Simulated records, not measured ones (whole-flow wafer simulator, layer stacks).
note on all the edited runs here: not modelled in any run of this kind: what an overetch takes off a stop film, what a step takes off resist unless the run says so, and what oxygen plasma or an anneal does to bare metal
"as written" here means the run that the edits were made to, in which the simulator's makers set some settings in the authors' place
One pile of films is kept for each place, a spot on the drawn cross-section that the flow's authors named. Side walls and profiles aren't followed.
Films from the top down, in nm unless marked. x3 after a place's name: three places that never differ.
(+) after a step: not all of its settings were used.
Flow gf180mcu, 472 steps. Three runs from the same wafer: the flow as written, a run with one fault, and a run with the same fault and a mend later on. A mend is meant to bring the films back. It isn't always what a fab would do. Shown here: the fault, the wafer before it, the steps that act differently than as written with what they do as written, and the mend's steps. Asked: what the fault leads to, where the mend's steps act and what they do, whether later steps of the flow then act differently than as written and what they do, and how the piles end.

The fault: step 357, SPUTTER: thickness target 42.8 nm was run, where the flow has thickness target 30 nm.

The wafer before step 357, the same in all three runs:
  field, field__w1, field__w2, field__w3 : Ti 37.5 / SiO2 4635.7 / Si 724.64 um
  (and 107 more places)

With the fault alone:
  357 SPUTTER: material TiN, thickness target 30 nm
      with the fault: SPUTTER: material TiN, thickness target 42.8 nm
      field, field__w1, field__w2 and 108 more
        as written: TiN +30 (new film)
        with the fault: TiN +42.8 (new film)
  Later steps of the flow that act differently than as written:
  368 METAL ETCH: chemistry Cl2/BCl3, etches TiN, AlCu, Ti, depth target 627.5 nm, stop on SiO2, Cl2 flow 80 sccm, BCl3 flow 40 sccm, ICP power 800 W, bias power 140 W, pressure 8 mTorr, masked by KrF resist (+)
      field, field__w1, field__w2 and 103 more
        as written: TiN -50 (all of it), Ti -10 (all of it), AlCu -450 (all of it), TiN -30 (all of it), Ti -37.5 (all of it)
        with the fault: TiN -50 (all of it), Ti -10 (all of it), AlCu -450 (all of it), TiN -42.8 (all of it), Ti -37.5 (all of it)
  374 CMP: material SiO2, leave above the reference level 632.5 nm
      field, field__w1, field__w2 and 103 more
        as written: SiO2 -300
        with the fault: SiO2 -287.2
  At the end the piles differ from the flow's by more than 2% or 0.5 nm, whichever is larger, at field__w8, contact, m1, m1__w1, m1_nw.
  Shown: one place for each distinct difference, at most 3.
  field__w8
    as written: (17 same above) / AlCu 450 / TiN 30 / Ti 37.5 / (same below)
    with the fault: (17 same above) / AlCu 450 / TiN 42.8 / Ti 37.5 / (same below)
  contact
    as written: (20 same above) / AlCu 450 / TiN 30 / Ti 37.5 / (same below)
    with the fault: (20 same above) / AlCu 450 / TiN 42.8 / Ti 37.5 / (same below)

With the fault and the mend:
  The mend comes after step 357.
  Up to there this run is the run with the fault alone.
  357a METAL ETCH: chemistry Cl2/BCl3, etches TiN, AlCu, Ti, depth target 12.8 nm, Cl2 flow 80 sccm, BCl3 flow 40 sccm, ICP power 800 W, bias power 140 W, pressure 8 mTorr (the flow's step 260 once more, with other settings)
      field, field__w1, field__w2 and 108 more
        TiN -12.8
  No later step of the flow acts differently than as written at any place that is followed.
  At the end the piles are the same as the flow's at every place that both follow.
